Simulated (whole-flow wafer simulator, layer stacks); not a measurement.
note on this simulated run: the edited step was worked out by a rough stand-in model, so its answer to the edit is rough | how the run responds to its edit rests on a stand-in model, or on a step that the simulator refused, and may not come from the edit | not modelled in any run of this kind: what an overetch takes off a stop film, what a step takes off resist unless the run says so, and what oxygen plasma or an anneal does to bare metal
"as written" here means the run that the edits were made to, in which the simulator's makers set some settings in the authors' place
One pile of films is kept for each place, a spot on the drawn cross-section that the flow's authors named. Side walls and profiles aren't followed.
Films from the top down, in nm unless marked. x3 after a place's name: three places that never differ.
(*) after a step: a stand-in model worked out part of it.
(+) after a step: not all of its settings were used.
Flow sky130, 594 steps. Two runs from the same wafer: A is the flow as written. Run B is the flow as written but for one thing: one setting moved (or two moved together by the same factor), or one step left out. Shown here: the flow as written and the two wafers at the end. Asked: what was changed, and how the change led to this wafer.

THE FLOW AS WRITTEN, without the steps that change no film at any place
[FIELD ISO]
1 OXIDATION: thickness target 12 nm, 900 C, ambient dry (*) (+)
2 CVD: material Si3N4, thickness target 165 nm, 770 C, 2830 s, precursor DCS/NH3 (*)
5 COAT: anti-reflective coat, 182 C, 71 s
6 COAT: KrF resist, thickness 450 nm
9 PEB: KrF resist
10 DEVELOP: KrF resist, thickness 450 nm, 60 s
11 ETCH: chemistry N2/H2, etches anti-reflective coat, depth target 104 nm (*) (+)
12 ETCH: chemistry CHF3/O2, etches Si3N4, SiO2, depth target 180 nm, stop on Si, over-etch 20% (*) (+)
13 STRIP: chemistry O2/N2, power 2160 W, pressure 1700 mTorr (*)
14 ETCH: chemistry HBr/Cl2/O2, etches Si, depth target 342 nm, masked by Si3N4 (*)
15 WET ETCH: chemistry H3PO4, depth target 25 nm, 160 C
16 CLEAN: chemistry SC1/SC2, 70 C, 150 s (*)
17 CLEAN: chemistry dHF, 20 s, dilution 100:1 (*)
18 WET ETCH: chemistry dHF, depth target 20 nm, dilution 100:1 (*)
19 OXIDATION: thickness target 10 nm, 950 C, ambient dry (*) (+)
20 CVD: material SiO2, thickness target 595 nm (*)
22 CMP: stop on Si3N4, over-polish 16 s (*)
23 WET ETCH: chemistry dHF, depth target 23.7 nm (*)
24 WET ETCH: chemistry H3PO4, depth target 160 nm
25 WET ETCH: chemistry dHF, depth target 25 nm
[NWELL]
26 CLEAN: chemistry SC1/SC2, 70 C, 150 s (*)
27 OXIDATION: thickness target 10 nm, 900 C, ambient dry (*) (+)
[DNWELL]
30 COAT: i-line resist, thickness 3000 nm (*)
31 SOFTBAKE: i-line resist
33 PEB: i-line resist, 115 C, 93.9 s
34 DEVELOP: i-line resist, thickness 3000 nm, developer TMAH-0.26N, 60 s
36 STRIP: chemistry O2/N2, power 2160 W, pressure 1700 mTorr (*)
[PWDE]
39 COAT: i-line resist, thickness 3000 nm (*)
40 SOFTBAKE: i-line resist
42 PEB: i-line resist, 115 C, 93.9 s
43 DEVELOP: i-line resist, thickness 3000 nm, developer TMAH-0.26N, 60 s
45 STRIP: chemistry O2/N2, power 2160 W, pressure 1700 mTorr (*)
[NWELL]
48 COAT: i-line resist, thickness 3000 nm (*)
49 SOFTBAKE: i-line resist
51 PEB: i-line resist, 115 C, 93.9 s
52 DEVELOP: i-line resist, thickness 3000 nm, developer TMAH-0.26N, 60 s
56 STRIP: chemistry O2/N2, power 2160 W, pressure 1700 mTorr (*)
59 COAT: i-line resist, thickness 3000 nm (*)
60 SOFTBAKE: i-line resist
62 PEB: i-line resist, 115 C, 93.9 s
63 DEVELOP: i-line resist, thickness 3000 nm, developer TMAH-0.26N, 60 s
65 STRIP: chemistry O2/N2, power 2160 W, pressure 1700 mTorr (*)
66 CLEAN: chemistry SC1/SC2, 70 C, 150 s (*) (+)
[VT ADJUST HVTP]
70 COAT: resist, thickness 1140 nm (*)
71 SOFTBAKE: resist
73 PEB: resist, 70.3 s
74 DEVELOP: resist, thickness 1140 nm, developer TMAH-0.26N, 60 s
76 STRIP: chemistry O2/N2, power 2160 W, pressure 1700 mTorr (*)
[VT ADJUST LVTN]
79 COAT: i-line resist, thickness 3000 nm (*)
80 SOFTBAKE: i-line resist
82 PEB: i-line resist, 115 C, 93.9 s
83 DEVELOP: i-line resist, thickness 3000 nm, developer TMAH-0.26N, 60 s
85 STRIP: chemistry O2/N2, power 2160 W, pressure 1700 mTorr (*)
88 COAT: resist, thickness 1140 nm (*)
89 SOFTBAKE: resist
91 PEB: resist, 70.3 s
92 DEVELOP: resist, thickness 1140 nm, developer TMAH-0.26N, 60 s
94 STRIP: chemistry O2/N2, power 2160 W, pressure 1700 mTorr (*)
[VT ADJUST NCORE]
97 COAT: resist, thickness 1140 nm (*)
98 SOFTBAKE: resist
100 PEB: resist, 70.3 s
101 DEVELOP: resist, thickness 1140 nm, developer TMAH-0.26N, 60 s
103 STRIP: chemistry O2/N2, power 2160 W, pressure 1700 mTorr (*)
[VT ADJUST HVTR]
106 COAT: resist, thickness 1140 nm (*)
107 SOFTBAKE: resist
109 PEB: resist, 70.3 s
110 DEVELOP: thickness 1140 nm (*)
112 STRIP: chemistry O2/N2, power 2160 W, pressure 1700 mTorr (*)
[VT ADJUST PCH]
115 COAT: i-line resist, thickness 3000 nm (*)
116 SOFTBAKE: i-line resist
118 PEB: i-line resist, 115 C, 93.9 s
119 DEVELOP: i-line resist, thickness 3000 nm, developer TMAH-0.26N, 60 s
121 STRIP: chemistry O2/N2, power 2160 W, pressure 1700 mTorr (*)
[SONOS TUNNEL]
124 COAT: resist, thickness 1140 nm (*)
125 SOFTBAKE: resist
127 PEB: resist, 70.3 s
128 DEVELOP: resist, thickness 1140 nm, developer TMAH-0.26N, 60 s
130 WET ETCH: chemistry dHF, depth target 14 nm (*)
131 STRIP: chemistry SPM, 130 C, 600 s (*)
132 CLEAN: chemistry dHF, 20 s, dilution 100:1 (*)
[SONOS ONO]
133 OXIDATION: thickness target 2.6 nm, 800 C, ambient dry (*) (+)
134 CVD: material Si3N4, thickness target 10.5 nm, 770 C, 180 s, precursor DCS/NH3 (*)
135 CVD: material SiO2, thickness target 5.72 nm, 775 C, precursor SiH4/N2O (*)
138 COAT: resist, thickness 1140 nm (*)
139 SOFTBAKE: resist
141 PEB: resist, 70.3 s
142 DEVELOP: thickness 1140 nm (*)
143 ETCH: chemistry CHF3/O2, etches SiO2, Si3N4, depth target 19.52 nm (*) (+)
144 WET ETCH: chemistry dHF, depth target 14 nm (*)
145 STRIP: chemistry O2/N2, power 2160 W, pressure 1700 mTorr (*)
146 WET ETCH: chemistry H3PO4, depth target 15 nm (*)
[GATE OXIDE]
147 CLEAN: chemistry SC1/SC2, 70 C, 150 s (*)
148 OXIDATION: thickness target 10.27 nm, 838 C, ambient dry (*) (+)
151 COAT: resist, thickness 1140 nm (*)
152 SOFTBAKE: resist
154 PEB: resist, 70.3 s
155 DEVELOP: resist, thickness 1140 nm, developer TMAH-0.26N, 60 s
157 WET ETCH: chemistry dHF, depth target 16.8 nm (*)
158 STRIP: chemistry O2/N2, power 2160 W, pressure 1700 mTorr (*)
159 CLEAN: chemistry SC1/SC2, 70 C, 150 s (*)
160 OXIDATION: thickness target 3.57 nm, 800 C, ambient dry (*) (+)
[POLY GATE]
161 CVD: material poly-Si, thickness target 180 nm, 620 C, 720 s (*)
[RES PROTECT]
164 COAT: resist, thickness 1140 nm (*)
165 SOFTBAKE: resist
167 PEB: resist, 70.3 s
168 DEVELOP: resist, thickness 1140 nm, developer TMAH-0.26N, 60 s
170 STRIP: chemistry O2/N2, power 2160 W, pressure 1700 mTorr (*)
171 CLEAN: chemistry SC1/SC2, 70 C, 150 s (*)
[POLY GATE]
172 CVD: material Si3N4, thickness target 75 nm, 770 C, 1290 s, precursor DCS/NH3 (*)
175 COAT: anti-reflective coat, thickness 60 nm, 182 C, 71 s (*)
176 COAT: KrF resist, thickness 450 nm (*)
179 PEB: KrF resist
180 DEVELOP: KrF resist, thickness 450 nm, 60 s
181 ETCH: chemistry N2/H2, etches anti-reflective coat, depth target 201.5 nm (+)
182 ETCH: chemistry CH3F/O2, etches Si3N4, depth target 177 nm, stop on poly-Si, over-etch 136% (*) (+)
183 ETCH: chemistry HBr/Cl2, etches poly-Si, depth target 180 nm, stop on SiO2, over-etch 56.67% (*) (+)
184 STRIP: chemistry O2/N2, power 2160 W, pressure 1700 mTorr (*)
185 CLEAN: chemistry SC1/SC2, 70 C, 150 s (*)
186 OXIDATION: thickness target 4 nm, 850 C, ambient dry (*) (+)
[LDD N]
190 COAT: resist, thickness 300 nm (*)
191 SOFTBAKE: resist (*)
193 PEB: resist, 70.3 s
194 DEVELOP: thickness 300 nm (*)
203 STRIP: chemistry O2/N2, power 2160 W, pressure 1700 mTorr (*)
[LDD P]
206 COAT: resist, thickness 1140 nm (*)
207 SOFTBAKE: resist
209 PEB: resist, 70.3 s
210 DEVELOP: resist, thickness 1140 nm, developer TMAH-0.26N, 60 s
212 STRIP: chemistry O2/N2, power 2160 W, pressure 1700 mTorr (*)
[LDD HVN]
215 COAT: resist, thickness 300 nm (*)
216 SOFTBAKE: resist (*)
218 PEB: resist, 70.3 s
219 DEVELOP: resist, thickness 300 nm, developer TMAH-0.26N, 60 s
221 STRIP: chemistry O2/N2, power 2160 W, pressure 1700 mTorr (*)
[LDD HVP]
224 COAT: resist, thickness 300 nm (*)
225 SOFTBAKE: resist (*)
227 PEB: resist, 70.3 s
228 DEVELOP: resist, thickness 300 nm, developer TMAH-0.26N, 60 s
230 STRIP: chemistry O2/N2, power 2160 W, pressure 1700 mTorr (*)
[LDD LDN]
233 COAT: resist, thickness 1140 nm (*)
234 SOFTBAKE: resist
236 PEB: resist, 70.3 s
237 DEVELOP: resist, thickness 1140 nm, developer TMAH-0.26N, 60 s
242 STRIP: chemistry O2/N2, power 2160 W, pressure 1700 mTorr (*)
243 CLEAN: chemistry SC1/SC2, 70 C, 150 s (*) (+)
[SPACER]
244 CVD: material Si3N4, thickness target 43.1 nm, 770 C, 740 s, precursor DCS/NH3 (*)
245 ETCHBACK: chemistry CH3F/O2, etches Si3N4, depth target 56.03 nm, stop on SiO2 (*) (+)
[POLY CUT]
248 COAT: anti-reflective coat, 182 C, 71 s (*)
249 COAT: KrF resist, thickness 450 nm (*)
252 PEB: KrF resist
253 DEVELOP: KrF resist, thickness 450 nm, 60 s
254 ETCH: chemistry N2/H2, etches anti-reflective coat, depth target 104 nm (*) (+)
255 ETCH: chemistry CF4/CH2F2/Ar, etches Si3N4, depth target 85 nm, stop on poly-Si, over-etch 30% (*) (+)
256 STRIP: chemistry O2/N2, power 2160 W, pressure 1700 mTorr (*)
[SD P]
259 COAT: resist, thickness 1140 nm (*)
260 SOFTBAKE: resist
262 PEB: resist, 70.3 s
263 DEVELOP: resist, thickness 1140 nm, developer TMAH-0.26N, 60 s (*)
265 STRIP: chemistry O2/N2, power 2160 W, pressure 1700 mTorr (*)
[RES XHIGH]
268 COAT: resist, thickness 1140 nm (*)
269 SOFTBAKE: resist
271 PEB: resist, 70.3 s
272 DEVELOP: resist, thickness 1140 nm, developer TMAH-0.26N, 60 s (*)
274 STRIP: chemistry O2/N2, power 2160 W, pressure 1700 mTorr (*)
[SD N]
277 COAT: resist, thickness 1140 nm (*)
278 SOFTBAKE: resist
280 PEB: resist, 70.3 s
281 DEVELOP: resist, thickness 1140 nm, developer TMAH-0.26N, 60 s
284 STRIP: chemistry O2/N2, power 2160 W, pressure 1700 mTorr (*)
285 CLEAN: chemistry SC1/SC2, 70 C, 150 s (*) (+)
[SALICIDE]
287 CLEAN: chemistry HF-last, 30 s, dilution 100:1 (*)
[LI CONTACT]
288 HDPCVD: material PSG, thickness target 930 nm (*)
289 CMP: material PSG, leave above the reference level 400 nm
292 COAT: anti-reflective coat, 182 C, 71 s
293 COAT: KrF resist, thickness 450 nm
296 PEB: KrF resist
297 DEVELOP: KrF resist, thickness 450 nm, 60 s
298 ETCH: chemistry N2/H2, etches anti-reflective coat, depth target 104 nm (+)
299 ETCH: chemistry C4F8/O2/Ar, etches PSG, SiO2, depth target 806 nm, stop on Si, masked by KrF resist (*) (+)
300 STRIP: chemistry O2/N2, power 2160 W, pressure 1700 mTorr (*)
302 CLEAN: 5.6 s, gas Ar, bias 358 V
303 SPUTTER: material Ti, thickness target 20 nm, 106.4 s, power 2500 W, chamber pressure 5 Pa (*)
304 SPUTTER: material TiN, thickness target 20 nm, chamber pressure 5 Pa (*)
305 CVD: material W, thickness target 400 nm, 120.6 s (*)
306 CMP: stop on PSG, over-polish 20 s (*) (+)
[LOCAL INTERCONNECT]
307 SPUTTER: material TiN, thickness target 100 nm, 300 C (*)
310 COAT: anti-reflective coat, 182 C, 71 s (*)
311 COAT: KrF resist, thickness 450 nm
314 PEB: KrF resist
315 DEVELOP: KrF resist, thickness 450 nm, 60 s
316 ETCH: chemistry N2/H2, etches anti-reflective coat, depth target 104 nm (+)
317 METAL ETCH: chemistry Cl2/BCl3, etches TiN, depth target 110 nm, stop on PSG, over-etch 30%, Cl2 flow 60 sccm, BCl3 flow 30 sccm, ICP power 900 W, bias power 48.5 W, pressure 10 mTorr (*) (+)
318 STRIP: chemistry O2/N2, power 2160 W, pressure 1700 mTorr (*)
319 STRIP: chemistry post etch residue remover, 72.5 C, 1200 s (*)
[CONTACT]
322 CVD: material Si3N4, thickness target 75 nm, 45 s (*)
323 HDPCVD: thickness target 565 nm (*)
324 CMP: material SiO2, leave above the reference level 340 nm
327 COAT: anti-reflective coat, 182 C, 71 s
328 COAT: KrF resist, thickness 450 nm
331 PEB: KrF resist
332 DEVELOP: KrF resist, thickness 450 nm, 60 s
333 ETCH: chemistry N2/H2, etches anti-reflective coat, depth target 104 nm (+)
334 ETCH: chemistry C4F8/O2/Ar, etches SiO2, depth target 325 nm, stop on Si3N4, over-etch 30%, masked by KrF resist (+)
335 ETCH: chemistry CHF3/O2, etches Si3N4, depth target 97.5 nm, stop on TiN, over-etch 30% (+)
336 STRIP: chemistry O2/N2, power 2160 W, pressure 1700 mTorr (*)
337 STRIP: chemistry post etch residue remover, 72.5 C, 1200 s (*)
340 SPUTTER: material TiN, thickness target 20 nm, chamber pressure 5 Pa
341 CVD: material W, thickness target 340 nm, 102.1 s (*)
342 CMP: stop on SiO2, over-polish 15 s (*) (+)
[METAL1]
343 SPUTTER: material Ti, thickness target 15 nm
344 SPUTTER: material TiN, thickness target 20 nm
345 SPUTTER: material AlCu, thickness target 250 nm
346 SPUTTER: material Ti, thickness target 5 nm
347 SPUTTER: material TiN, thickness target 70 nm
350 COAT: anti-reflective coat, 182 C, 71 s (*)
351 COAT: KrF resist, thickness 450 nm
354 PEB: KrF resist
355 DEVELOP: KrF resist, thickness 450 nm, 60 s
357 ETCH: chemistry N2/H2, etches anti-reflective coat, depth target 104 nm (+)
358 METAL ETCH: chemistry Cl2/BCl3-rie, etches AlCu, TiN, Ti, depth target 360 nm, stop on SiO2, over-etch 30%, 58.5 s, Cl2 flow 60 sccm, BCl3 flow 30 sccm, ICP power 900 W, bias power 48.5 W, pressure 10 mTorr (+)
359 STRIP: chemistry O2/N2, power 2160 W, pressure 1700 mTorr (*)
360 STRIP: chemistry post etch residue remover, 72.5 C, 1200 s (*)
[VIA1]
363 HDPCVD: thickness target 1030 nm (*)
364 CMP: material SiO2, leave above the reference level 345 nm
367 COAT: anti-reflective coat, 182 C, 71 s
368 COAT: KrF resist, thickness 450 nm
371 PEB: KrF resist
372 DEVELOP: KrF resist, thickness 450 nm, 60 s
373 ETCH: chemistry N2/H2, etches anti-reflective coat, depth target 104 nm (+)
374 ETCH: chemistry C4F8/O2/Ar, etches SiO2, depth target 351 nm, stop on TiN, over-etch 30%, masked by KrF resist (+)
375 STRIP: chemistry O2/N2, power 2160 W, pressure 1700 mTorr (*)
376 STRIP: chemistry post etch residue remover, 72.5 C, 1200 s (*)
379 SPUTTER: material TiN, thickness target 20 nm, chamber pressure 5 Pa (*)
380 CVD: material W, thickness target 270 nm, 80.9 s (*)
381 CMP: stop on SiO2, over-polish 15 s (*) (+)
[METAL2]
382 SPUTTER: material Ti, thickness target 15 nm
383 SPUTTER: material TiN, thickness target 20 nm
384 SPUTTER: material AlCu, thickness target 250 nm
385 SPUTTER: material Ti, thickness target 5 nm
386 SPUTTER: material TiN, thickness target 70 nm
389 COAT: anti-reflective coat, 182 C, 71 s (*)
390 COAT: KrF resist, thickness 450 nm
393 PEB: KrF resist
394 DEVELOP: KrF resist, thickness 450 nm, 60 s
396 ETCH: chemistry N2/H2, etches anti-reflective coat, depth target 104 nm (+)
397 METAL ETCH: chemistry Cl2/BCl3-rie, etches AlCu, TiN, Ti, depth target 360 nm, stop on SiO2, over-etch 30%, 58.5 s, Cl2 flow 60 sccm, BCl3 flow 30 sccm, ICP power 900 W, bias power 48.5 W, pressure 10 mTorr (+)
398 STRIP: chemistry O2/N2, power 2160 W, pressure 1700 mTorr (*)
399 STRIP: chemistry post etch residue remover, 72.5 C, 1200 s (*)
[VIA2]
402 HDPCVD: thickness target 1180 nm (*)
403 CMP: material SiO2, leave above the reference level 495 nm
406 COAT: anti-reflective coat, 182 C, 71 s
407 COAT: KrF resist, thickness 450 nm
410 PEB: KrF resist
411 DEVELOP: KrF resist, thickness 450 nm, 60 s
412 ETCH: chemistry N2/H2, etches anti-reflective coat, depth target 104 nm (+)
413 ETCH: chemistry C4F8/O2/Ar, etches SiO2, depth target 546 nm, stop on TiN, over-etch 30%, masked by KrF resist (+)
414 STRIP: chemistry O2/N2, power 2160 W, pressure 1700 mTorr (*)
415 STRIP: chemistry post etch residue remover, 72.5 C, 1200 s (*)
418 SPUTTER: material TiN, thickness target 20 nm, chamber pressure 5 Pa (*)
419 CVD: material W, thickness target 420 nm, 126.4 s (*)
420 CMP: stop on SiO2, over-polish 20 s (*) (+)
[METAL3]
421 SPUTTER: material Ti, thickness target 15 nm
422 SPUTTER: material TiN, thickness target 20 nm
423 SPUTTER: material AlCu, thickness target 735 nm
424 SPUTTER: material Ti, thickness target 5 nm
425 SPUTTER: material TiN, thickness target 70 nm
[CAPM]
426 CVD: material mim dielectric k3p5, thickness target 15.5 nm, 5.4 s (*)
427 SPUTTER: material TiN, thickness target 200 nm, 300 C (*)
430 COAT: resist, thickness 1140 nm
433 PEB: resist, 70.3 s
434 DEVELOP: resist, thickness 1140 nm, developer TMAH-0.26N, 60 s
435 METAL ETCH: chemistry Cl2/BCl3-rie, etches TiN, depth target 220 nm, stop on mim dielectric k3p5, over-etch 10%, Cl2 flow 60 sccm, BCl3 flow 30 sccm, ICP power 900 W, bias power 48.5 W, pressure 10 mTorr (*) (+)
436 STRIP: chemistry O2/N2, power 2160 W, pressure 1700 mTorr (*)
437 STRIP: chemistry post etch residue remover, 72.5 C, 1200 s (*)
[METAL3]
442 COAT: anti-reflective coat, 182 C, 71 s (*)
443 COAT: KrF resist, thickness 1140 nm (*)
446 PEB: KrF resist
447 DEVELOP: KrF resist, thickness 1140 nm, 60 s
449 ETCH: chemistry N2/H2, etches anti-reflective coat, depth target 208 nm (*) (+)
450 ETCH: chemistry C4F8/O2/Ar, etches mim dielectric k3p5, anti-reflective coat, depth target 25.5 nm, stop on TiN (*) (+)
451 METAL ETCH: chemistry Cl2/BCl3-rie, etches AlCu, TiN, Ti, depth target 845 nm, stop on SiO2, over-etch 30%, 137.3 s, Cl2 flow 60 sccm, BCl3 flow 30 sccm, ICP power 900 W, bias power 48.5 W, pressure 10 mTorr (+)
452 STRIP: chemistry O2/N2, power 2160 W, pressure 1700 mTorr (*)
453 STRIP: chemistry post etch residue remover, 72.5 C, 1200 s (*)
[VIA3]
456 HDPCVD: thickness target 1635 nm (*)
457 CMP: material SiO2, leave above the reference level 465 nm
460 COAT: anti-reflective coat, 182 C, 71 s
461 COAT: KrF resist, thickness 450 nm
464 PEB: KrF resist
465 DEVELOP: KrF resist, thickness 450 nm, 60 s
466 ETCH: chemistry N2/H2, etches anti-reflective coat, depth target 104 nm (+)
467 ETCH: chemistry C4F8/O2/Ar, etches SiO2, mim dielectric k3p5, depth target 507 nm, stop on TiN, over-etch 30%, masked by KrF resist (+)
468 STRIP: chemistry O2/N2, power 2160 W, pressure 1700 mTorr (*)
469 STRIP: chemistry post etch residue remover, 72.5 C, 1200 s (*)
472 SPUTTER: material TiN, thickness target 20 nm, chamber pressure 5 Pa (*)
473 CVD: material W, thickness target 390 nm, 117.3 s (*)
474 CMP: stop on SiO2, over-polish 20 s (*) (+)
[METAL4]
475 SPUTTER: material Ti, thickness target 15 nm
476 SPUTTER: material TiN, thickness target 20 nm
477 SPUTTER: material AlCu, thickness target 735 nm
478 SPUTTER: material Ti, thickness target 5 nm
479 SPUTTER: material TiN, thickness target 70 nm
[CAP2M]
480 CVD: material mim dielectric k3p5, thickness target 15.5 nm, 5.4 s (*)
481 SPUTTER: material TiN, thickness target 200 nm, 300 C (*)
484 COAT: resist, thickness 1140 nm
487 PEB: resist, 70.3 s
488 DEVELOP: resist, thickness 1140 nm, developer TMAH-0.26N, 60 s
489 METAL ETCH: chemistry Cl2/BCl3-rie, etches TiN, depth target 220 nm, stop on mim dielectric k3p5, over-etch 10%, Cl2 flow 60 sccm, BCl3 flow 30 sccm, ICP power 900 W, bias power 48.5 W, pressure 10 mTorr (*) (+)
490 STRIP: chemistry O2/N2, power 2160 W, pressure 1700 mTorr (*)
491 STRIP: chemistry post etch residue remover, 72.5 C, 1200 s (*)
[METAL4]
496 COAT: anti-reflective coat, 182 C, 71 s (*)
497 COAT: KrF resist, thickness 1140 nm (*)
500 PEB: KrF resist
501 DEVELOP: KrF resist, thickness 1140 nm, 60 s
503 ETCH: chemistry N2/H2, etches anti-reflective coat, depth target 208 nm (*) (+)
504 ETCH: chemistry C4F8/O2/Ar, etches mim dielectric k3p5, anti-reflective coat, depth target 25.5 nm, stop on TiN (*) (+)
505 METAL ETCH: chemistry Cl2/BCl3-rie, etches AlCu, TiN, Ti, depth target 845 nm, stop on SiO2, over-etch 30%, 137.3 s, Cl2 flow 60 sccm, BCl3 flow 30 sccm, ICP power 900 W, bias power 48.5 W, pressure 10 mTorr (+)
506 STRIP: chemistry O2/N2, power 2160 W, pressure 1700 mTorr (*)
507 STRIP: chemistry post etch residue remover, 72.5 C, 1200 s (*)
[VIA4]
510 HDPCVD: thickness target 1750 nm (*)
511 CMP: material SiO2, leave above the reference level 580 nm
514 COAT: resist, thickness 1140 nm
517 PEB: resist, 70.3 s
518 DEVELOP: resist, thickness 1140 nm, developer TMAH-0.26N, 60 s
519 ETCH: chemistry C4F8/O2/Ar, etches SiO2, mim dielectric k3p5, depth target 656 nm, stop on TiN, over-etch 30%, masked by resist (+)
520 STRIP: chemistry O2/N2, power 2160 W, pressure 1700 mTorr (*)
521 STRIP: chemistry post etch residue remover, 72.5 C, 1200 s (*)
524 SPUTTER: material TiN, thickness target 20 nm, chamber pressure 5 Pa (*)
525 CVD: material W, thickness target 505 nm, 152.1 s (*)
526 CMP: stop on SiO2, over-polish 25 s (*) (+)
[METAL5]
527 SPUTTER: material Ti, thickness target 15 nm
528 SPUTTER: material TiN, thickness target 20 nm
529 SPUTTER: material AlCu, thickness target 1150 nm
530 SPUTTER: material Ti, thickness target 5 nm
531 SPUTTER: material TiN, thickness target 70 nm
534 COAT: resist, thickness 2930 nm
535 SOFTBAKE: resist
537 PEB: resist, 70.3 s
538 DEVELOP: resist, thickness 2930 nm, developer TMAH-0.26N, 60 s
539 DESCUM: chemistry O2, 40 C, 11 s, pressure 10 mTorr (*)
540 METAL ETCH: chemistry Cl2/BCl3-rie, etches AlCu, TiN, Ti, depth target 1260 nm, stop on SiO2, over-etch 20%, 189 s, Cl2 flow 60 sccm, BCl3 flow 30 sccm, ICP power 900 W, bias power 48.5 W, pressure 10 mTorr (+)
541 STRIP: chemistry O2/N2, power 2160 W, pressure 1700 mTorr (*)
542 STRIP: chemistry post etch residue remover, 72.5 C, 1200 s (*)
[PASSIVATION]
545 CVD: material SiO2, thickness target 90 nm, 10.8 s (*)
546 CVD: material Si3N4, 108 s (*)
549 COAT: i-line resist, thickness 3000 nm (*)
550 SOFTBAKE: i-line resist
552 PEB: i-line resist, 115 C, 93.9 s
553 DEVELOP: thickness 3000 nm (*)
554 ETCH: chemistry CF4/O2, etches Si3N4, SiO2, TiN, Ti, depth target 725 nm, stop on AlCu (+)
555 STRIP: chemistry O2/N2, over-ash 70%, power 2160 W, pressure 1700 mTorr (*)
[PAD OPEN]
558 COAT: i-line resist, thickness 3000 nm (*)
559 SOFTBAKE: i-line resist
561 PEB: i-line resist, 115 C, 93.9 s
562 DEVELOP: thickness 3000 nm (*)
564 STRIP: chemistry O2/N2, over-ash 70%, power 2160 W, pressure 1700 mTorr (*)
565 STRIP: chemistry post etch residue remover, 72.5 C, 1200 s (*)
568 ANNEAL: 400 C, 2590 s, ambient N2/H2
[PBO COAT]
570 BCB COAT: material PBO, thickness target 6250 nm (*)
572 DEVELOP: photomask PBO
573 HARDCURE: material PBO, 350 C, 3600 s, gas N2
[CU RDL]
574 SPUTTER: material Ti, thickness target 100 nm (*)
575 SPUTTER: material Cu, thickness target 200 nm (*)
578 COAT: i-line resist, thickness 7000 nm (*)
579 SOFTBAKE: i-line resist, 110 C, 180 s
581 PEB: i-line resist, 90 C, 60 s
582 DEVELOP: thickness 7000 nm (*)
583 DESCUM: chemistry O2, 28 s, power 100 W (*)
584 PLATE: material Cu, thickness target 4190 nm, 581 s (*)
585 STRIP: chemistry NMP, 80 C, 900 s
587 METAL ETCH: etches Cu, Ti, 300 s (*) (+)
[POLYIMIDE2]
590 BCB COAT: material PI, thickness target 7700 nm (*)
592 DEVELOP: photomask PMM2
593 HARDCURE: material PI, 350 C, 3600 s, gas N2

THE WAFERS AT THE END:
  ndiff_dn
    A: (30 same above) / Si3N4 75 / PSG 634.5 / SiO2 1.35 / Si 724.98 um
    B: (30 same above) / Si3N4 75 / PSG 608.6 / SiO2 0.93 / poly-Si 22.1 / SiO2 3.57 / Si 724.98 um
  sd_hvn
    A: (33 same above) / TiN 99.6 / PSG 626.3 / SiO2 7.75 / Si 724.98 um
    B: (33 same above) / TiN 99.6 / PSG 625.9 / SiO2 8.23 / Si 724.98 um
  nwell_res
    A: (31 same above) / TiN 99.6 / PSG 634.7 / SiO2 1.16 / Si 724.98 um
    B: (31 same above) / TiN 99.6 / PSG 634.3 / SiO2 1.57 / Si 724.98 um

The cause: step 183, ETCH: depth target 122 nm was run, where the flow has depth target 180 nm.

How the change led to this, step by step:
  183 ETCH: chemistry HBr/Cl2, etches poly-Si, depth target 180 nm, stop on SiO2, over-etch 56.67% (*) (+)
      mim, iso_guard, drift_dnw and 39 more: A poly-Si -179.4 (all of it), SiO2 -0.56 | B poly-Si -179.4 (all of it)
      ndiff_dn: A poly-Si -215.2 (all of it), SiO2 -0.33 | B poly-Si -191.1
      (and at 77 more places)
  184 STRIP: chemistry O2/N2, power 2160 W, pressure 1700 mTorr (*)
      ndiff_dn: A nothing | B chemical SiO2 +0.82 (new film), poly-Si -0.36
      dice_street, grade_field_poly: A KrF resist -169 (all of it), anti-reflective coat -60 (all of it) | B KrF resist -199.3 (all of it), anti-reflective coat -60 (all of it)
      (and at 75 more places)
  186 OXIDATION: thickness target 4 nm, 850 C, ambient dry (*) (+)
      ndiff_dn: A SiO2 +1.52, Si -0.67 | B SiO2 +4 (new film), chemical SiO2 -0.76 (all of it), poly-Si -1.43
  190 COAT: resist, thickness 300 nm (*)
      ndiff_dn: A resist +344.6 (new film) | B resist +323.2 (new film)
  203 STRIP: chemistry O2/N2, power 2160 W, pressure 1700 mTorr (*)
      ndiff_dn: A resist -340.4 (all of it) | B resist -319.3 (all of it)
  215 COAT: resist, thickness 300 nm (*)
      ndiff_dn: A resist +344.6 (new film) | B resist +323.2 (new film)
  221 STRIP: chemistry O2/N2, power 2160 W, pressure 1700 mTorr (*)
      ndiff_dn: A resist -340.4 (all of it) | B resist -319.3 (all of it)
  224 COAT: resist, thickness 300 nm (*)
      ndiff_dn: A resist +344.6 (new film) | B resist +323.2 (new film)
  230 STRIP: chemistry O2/N2, power 2160 W, pressure 1700 mTorr (*)
      ndiff_dn: A resist -340.4 (all of it) | B resist -319.3 (all of it)
  248 COAT: anti-reflective coat, 182 C, 71 s (*)
      field: A anti-reflective coat +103 (new film) | B anti-reflective coat +106 (new film)
      gate_p_g5v0: A anti-reflective coat +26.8 (new film) | B anti-reflective coat +27.5 (new film)
      (and at 2 more places)
  249 COAT: KrF resist, thickness 450 nm (*)
      poly_dn: A KrF resist +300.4 (new film) | B KrF resist +308.1 (new film)
  256 STRIP: chemistry O2/N2, power 2160 W, pressure 1700 mTorr (*)
      field: A KrF resist -399.3 (all of it), anti-reflective coat -103 (all of it) | B KrF resist -397.1 (all of it), anti-reflective coat -106 (all of it)
      gate_p_g5v0: A KrF resist -317.7 (all of it), anti-reflective coat -26.8 (all of it) | B KrF resist -317.7 (all of it), anti-reflective coat -27.5 (all of it)
      (and at 3 more places)
  289 CMP: material PSG, leave above the reference level 400 nm
      ndiff_dn: A PSG -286 | B PSG -311.9
